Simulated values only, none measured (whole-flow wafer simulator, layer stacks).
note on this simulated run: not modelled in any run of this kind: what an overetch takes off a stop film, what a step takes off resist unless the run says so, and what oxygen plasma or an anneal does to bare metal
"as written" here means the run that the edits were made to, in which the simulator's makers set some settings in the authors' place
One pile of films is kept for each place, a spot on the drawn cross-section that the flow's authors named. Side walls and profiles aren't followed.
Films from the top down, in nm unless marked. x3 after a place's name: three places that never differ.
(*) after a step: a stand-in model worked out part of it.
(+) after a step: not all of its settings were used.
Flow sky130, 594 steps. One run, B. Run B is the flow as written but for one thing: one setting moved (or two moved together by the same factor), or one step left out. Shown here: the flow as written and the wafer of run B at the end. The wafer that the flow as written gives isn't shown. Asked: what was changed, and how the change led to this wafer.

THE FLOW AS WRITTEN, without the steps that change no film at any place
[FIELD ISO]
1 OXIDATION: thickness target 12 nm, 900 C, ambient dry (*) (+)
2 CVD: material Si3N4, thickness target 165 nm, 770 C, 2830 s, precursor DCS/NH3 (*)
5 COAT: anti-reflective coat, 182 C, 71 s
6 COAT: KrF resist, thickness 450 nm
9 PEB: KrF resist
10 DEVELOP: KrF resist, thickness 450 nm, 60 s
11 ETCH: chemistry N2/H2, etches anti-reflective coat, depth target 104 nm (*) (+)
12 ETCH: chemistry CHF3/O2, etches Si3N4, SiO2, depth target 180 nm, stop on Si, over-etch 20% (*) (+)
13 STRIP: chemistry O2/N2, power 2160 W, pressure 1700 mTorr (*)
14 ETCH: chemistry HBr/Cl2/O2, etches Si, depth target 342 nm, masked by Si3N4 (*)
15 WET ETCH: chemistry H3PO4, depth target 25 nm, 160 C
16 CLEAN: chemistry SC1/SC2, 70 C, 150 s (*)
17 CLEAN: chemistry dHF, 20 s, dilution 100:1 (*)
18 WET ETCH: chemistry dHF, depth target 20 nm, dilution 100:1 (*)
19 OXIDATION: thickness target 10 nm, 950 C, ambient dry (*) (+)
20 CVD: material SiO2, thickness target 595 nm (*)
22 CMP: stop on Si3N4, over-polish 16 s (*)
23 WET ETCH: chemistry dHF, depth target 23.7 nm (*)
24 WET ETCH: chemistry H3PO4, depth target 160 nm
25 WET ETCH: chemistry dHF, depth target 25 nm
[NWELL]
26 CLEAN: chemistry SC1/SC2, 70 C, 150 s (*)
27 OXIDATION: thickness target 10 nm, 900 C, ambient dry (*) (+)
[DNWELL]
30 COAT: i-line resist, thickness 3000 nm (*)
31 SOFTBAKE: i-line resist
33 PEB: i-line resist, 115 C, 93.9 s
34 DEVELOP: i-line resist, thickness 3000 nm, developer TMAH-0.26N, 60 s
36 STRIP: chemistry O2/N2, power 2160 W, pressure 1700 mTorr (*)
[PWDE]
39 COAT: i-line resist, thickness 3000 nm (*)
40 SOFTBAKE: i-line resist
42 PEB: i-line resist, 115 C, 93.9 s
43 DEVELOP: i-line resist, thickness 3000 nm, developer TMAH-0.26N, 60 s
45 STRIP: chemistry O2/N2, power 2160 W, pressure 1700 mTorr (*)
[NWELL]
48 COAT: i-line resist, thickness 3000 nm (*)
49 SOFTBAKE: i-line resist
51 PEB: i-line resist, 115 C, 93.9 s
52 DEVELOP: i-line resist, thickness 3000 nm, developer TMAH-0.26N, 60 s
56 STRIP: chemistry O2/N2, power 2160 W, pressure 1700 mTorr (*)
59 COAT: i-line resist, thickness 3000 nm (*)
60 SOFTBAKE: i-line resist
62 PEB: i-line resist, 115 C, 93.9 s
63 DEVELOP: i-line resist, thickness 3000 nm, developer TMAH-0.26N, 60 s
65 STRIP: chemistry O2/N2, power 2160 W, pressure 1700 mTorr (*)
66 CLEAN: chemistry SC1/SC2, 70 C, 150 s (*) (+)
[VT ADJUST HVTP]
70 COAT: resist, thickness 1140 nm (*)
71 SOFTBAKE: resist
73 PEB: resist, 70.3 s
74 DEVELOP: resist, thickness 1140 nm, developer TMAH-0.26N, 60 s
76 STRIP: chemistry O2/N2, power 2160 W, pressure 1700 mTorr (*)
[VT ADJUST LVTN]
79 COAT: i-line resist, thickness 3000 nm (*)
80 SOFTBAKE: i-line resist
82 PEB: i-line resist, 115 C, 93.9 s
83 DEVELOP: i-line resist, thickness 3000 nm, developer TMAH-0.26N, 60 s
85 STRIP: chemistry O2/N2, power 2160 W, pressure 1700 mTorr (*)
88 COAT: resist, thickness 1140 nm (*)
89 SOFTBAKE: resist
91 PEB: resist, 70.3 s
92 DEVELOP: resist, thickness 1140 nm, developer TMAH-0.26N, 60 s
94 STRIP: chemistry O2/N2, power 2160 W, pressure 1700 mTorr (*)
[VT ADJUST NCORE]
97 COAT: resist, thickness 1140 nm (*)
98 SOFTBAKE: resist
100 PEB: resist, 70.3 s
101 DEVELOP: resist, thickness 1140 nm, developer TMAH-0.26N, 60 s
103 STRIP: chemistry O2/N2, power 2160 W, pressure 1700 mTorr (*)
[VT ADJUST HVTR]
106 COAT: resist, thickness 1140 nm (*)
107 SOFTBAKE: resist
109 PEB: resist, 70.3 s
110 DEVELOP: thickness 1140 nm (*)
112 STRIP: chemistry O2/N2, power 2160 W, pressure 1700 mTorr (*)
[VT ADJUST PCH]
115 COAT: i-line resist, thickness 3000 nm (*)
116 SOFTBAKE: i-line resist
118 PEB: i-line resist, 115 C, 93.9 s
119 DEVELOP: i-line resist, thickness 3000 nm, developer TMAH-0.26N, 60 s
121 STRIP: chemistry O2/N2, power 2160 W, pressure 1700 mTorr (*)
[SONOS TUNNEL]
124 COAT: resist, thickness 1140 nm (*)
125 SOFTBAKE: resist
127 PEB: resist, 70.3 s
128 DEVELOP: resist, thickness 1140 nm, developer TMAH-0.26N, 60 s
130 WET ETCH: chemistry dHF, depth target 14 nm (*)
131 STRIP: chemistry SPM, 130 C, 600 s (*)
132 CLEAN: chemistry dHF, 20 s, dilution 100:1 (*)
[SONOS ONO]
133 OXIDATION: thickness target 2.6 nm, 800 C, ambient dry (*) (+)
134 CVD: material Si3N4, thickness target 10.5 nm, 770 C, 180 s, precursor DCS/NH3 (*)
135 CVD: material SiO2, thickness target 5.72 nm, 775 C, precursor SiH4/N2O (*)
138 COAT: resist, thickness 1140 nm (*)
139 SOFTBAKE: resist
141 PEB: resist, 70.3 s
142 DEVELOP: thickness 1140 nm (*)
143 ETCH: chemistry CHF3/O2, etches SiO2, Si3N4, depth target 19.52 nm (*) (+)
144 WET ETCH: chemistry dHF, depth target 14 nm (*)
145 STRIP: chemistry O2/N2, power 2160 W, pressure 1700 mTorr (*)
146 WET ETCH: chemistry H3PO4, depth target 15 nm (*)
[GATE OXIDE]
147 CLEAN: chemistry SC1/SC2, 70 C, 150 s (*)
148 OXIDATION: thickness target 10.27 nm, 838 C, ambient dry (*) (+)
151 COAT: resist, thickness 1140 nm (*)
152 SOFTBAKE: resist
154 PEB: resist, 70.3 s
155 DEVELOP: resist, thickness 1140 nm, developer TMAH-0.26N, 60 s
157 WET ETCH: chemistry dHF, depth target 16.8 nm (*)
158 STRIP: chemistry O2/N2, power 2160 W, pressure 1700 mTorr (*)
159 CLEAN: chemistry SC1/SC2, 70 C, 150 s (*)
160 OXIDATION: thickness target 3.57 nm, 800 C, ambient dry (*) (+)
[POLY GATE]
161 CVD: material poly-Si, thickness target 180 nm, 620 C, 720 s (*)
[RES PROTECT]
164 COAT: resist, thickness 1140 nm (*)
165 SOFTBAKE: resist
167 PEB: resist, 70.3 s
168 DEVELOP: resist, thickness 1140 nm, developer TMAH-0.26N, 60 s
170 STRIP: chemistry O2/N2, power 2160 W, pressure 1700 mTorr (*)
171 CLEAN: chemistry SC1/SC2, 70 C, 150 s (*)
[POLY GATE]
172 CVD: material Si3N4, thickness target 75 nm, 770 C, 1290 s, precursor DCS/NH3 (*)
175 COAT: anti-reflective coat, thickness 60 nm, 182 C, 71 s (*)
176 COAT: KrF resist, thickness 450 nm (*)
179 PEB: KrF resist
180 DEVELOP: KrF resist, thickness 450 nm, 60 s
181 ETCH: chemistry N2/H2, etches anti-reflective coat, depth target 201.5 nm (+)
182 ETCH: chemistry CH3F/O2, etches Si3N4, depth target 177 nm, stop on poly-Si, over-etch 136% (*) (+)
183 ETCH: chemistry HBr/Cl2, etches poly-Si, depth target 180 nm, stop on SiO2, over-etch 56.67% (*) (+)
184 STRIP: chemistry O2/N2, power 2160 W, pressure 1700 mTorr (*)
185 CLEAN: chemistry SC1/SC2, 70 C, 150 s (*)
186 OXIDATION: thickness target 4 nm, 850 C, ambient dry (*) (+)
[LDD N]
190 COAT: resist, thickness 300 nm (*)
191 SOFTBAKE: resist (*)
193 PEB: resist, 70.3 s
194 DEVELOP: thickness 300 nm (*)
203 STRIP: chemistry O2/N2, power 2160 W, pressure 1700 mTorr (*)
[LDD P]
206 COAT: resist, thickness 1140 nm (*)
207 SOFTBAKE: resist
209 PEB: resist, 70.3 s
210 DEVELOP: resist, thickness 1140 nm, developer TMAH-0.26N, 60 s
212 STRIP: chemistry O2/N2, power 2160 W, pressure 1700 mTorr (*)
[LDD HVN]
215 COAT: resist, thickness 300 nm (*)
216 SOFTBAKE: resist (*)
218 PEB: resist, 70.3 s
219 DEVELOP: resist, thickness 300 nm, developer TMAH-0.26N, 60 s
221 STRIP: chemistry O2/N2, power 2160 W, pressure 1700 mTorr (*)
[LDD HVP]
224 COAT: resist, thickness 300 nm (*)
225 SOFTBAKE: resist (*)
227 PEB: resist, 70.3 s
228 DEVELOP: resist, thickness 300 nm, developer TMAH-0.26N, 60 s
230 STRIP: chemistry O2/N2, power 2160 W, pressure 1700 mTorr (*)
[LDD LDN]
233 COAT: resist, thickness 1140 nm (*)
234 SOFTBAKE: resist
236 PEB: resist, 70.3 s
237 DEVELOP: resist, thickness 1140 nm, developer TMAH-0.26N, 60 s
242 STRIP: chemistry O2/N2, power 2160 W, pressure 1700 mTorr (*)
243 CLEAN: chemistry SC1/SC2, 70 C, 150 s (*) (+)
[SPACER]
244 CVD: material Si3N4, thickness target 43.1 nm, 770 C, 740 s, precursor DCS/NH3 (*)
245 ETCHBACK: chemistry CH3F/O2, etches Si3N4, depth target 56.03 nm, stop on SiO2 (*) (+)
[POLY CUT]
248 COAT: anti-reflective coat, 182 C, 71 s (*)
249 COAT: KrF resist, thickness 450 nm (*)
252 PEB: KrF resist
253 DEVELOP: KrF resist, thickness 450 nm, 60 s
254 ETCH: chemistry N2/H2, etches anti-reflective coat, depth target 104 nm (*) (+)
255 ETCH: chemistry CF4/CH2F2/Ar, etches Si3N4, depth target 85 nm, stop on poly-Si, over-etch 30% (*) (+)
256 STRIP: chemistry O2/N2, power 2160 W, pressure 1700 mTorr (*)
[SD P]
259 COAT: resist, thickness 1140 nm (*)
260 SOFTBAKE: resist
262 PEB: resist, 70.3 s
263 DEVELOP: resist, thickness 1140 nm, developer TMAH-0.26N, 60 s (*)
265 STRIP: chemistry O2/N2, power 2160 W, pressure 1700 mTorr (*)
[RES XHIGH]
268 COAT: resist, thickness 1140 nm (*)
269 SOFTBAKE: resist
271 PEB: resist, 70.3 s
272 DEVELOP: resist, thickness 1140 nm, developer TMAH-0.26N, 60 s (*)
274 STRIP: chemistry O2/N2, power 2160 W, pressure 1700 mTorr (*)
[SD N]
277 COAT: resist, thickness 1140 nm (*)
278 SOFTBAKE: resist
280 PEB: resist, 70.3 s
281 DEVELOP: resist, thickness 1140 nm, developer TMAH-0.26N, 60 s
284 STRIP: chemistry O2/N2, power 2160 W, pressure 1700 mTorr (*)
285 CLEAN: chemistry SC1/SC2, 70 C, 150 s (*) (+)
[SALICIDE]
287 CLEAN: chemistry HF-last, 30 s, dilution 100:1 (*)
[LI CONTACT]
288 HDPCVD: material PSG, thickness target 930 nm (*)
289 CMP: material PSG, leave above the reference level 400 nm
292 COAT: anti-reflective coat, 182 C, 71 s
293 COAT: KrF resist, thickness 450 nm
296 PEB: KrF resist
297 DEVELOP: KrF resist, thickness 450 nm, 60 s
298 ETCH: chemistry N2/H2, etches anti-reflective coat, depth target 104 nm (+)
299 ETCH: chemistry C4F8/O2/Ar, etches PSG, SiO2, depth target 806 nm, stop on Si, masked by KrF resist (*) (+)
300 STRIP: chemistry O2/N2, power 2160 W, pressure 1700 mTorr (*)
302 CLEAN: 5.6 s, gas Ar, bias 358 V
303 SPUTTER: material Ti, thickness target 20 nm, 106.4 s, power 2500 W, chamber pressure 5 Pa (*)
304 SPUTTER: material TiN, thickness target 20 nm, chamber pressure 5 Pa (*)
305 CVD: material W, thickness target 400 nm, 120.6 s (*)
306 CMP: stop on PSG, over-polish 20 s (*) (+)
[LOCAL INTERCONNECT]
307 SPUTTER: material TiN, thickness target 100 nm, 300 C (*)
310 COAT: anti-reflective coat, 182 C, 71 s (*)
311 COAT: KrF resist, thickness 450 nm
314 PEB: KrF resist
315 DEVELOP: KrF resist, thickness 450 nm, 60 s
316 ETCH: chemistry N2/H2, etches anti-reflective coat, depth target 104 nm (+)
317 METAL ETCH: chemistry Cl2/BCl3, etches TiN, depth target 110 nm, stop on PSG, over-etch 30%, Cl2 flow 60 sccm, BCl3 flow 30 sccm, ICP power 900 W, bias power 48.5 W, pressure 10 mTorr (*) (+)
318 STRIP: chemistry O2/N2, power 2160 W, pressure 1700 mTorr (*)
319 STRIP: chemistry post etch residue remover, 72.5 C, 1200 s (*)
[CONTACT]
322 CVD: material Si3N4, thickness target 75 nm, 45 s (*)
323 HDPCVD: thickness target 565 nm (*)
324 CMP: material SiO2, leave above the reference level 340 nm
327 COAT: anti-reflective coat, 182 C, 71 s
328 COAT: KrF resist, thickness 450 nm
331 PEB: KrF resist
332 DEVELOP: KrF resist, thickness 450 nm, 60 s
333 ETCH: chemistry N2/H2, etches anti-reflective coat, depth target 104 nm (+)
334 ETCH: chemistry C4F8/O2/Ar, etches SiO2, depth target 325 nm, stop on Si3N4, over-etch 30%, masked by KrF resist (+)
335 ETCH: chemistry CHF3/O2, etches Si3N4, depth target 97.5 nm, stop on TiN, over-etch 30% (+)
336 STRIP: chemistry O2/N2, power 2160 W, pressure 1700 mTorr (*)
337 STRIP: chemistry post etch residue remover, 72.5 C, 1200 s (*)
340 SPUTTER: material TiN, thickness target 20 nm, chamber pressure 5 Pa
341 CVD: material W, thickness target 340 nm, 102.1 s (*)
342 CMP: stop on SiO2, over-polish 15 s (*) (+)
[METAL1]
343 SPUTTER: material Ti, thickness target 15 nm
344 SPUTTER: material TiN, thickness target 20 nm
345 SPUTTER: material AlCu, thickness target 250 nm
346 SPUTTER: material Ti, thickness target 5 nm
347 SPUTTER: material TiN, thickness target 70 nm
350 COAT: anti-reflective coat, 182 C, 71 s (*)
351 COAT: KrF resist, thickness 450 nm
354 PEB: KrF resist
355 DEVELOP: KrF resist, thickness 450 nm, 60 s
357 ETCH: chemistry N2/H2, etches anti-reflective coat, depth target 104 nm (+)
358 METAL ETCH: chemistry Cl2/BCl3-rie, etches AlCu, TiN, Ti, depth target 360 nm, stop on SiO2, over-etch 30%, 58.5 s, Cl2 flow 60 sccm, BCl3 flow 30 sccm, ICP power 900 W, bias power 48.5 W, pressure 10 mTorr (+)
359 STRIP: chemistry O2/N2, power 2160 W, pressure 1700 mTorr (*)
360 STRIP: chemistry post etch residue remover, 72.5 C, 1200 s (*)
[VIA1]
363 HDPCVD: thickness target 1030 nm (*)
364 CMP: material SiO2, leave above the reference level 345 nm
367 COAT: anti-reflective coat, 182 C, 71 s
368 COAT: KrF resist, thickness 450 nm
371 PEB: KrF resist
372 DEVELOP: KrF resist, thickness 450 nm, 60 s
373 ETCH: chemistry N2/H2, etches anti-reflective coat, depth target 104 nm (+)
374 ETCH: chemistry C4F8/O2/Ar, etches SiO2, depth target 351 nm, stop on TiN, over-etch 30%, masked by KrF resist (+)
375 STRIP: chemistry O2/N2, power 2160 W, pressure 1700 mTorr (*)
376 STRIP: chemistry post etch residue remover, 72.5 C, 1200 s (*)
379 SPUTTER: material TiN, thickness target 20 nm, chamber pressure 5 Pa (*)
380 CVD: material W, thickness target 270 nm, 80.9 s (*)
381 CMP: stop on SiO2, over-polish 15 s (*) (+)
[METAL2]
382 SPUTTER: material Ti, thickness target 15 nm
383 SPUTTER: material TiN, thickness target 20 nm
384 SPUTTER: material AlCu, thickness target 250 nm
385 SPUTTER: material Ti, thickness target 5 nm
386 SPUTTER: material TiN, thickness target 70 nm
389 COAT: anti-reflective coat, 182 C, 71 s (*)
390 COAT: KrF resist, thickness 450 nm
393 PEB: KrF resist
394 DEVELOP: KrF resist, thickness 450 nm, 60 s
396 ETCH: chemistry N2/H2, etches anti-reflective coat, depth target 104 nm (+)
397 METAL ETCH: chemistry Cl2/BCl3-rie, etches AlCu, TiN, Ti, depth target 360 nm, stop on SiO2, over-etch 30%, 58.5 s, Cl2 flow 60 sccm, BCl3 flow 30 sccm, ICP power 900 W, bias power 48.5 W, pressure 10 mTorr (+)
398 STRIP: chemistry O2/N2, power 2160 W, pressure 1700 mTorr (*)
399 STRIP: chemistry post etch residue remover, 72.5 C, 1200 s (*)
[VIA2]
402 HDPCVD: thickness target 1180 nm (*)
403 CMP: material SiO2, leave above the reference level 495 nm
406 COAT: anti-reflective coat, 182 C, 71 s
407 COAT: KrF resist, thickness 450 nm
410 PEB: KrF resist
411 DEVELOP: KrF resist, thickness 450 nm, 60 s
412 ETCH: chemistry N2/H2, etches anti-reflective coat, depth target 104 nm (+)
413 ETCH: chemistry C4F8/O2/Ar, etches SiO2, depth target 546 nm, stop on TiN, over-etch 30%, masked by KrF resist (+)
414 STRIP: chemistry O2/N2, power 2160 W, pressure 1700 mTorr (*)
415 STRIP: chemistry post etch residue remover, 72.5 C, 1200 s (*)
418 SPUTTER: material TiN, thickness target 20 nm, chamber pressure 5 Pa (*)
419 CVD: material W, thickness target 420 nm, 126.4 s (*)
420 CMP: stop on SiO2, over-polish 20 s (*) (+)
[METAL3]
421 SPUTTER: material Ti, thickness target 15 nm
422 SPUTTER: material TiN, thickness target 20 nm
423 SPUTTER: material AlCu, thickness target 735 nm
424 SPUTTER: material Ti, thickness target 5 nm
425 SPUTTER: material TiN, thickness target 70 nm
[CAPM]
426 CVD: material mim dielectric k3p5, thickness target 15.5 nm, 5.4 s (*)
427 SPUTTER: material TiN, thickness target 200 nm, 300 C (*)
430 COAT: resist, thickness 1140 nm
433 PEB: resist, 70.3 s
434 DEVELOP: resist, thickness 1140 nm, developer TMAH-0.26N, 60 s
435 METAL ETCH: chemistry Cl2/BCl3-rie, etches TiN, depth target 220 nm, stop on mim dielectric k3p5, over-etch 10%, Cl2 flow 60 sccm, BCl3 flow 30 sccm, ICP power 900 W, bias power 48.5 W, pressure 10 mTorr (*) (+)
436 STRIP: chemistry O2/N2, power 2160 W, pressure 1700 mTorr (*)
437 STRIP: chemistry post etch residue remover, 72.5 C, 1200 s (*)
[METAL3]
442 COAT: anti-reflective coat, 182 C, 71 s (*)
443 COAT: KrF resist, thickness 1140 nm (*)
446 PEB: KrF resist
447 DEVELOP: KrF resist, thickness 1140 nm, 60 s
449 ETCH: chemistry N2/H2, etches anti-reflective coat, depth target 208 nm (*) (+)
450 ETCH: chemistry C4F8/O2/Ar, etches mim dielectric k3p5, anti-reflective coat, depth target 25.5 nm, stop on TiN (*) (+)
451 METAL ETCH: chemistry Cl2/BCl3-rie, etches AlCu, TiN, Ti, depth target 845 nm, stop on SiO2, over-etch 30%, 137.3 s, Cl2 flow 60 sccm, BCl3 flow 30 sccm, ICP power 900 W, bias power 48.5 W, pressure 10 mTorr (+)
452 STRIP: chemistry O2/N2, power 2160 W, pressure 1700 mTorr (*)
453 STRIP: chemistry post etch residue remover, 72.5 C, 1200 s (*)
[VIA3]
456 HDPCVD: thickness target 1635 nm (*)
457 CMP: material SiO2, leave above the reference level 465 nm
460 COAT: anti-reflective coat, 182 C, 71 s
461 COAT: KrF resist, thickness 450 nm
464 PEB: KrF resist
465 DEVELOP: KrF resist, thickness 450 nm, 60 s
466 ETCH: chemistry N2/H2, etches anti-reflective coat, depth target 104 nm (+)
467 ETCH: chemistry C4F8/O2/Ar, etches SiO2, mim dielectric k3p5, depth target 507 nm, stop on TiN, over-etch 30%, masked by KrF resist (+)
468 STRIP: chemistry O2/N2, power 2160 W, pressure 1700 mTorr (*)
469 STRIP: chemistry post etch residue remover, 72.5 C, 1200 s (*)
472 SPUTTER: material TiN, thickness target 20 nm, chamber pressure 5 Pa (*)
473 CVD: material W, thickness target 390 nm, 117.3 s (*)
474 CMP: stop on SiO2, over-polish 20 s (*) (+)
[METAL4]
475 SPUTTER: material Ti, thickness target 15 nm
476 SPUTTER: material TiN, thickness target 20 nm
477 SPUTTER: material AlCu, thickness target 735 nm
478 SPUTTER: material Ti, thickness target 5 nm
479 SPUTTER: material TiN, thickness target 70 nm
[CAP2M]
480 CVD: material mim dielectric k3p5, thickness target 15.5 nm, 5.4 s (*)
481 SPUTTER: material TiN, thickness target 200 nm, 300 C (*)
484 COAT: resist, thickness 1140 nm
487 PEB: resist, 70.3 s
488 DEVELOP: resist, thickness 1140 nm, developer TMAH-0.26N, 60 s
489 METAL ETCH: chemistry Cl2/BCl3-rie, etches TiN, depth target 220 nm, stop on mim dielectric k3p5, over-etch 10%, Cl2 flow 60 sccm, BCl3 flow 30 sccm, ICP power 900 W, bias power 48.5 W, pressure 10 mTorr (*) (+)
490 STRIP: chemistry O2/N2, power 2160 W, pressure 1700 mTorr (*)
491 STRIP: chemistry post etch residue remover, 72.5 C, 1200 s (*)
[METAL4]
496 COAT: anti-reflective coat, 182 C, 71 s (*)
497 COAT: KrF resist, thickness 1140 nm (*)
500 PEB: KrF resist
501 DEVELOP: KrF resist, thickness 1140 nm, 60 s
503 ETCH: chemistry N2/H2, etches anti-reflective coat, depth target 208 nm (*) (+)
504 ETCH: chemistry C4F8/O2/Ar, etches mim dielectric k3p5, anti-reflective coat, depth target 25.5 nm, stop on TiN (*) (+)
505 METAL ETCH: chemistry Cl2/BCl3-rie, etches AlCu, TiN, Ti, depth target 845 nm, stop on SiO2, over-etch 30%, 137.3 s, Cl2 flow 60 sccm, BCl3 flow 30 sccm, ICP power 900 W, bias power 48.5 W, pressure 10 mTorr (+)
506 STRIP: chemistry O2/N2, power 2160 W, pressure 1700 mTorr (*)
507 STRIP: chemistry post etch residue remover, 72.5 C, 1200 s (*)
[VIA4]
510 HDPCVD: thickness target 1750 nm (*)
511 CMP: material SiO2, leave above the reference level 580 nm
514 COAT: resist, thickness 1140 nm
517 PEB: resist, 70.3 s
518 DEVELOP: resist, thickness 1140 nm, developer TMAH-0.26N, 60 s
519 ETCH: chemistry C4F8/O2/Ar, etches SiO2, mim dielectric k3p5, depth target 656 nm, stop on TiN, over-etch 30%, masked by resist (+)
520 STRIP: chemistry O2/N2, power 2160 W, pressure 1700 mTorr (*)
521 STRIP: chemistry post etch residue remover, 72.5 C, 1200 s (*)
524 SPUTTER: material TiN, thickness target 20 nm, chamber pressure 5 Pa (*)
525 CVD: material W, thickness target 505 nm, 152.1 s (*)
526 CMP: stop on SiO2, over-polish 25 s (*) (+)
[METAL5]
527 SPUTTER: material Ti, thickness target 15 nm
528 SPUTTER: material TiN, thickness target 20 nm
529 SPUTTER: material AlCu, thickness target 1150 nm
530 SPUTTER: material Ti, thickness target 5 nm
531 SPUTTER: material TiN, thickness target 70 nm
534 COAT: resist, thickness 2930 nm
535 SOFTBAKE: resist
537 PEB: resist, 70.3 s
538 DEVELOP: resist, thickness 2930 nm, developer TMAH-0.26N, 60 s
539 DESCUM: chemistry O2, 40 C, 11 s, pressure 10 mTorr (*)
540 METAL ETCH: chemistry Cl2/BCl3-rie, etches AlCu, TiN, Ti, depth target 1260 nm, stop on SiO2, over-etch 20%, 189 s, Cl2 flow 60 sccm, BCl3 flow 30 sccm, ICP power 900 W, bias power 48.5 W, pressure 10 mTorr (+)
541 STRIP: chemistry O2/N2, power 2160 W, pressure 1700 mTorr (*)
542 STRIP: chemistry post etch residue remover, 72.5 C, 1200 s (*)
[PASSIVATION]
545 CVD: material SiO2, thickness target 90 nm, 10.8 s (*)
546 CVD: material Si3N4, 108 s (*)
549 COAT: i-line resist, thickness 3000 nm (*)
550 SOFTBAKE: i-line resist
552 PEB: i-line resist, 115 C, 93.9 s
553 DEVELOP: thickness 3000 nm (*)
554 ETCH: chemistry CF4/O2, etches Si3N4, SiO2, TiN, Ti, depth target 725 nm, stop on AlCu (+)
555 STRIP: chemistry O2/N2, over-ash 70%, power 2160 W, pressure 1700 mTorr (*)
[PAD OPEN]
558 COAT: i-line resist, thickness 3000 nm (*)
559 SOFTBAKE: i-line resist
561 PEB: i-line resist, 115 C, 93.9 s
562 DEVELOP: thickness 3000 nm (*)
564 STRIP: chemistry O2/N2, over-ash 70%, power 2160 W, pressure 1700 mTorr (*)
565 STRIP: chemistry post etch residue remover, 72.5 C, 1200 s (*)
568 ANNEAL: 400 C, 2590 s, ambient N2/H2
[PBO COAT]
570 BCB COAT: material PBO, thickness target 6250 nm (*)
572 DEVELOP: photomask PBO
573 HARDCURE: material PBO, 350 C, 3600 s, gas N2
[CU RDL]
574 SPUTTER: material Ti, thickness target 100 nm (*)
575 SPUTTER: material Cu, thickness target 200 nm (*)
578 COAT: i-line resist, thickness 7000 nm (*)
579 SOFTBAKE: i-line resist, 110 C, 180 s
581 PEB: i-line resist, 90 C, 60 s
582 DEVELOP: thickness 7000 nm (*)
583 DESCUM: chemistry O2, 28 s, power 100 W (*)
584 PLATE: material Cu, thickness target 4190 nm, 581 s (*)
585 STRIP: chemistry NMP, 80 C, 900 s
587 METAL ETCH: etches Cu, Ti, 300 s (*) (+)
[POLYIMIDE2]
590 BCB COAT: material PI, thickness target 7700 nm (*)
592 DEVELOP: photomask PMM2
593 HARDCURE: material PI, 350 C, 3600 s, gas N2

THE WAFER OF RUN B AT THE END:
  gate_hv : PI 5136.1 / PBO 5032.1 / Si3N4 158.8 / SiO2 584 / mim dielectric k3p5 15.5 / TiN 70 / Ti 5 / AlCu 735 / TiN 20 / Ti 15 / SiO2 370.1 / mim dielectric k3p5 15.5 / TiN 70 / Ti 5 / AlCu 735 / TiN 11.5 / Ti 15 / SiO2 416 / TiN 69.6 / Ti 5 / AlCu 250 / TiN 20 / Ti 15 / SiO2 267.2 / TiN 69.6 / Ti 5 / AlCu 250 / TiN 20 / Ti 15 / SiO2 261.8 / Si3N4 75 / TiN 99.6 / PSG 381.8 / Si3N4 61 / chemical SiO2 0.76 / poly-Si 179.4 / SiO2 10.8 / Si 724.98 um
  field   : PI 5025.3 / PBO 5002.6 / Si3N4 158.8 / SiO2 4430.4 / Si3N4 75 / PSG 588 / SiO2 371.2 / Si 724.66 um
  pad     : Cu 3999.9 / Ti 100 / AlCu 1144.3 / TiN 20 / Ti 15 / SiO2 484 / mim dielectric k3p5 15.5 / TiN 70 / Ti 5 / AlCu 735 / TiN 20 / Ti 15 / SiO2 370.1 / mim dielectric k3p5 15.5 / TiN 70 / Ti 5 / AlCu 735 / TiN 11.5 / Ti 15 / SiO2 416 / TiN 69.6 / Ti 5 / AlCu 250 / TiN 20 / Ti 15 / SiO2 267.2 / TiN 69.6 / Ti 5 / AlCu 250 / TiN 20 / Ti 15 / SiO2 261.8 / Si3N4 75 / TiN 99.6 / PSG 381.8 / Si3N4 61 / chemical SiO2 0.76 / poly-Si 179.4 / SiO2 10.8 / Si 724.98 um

The cause: step 422, SPUTTER: thickness target 11.5 nm was run, where the flow has thickness target 20 nm.
It can be read off the wafer: gate_hv has TiN 11.5, and step 422 as written asks for 20 nm.

How the change led to this, step by step:
  422 SPUTTER: material TiN, thickness target 20 nm
      field, active, n_well and 188 more: TiN +11.5 (new film) (as written it would be: TiN +20 (new film))
  451 METAL ETCH: chemistry Cl2/BCl3-rie, etches AlCu, TiN, Ti, depth target 845 nm, stop on SiO2, over-etch 30%, 137.3 s, Cl2 flow 60 sccm, BCl3 flow 30 sccm, ICP power 900 W, bias power 48.5 W, pressure 10 mTorr (+)
      field, gate, spacer and 68 more: TiN -70 (all of it), Ti -5 (all of it), AlCu -735 (all of it), TiN -11.5 (all of it), Ti -15 (all of it), SiO2 -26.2 (as written it would be: TiN -70 (all of it), Ti -5 (all of it), AlCu -735 (all of it), TiN -20 (all of it), Ti -15 (all of it), SiO2 -25.4)
      active, vpp_ln, vpp_iso2 and 11 more: TiN -70 (all of it), Ti -5 (all of it), AlCu -735 (all of it), TiN -11.5 (all of it), Ti -15 (all of it), SiO2 -26.2 (as written it would be: TiN -70 (all of it), Ti -5 (all of it), AlCu -735 (all of it), TiN -20 (all of it), Ti -15 (all of it), SiO2 -25.3)
